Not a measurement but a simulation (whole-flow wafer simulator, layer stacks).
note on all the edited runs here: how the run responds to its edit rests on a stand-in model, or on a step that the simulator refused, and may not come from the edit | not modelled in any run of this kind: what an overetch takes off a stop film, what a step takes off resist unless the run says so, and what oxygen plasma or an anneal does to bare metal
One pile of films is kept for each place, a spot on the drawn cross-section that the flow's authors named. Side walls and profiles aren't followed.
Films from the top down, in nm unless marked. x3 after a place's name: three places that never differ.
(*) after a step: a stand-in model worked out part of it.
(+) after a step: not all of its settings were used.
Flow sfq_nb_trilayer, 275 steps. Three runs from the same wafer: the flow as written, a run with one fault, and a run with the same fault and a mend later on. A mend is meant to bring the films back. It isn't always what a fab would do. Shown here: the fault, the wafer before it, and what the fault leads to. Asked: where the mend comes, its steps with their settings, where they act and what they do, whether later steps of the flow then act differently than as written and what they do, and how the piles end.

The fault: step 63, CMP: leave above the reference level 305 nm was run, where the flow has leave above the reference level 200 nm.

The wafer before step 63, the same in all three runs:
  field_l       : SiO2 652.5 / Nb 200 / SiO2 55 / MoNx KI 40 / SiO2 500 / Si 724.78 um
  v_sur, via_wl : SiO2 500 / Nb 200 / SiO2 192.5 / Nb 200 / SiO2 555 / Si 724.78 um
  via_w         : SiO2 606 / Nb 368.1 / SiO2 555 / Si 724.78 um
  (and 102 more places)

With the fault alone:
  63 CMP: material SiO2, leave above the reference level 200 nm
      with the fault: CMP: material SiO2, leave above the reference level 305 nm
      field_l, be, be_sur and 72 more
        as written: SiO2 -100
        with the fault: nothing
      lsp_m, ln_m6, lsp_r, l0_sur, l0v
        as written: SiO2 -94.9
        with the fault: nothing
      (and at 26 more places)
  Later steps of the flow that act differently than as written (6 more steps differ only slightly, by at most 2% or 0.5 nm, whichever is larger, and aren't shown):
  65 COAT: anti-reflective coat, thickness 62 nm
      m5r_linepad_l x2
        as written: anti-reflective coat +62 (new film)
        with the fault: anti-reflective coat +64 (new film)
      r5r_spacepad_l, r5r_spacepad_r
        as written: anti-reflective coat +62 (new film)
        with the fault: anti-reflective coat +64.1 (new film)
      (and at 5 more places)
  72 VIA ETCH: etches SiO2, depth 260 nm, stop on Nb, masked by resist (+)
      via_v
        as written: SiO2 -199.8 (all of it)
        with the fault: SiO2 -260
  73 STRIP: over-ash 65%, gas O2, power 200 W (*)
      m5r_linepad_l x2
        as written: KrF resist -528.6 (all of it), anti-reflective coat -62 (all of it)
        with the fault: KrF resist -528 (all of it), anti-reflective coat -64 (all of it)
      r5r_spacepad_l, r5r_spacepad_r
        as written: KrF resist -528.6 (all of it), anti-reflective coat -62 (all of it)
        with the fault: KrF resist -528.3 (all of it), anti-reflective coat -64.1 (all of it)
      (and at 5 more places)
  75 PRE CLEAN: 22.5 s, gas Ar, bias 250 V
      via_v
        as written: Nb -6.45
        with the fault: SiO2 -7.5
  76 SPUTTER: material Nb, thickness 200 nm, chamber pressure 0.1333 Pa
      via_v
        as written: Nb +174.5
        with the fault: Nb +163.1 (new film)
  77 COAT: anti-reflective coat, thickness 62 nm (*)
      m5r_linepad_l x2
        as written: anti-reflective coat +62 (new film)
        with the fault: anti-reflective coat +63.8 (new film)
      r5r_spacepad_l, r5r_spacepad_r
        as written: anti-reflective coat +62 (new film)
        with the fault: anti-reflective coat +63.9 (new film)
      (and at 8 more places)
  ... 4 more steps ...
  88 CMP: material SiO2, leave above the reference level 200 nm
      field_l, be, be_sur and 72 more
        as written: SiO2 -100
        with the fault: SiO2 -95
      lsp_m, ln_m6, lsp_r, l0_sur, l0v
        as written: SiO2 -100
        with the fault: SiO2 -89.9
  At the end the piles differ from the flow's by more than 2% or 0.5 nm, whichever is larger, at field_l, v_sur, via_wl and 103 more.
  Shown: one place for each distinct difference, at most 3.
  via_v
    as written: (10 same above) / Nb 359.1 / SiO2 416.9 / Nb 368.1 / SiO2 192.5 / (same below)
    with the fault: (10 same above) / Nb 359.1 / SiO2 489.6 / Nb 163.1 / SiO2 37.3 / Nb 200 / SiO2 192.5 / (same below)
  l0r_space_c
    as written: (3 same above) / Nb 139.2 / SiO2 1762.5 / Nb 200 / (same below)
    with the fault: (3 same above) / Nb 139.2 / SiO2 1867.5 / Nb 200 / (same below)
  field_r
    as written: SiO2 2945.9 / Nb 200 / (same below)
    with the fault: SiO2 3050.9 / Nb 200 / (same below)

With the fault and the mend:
  The mend comes after step 70.
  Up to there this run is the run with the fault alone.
  70a STRIP: over-ash 65%, gas O2, power 200 W (*)
      ce_r, sp_r, be_r and 10 more
        KrF resist -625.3 (all of it), anti-reflective coat -62 (all of it)
      wl_a_sl, wl_a_m6, wl_a_sr, wl_d_sl, wl_d_m1, wl_d_sr
        KrF resist -624.7 (all of it), anti-reflective coat -61.9 (all of it)
      wl_b_sl, wl_b_m5, wl_b_sr, wl_c_sl, wl_c_m6, wl_c_sr
        KrF resist -624.8 (all of it), anti-reflective coat -61.9 (all of it)
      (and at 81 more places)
  70b CMP: material SiO2, leave above the reference level 200 nm (the flow's step 63 once more)
      field_l, be, be_sur and 72 more
        SiO2 -100
      v_sur, via_wl, via_w and 23 more
        SiO2 -105
      lsp_m, ln_m6, lsp_r, l0_sur, l0v
        SiO2 -94.9
  70c COAT: anti-reflective coat, thickness 62 nm (the flow's step 65 once more)
      field_l, v_sur, via_wl and 103 more
        anti-reflective coat +62 (new film)
  70d COAT: KrF resist, thickness 650 nm (the flow's step 66 once more)
      field_l, v_sur, via_wl and 103 more
        KrF resist +650 (new film)
  70e SOFTBAKE: KrF resist (the flow's step 67 once more)
      changes no film at any place that is followed
  70f EXPOSE: photomask I1, dose 11.91 mJ/cm2, NA 0.6, wavelength 248 nm (*) (the flow's step 68 once more)
      changes no film at any place that is followed
  70g PEB: KrF resist, 90 s (the flow's step 69 once more)
      field_l, v_sur, via_wl and 103 more
        KrF resist -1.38
  70h DEVELOP: KrF resist, thickness 650 nm, 60 s (the flow's step 70 once more)
      field_l, v_sur, via_wl and 102 more
        KrF resist -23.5
      via_v
        KrF resist -648.6 (all of it)
  No later step of the flow acts differently than as written at any place that is followed.
  At the end the piles are the same as the flow's at every place that both follow.
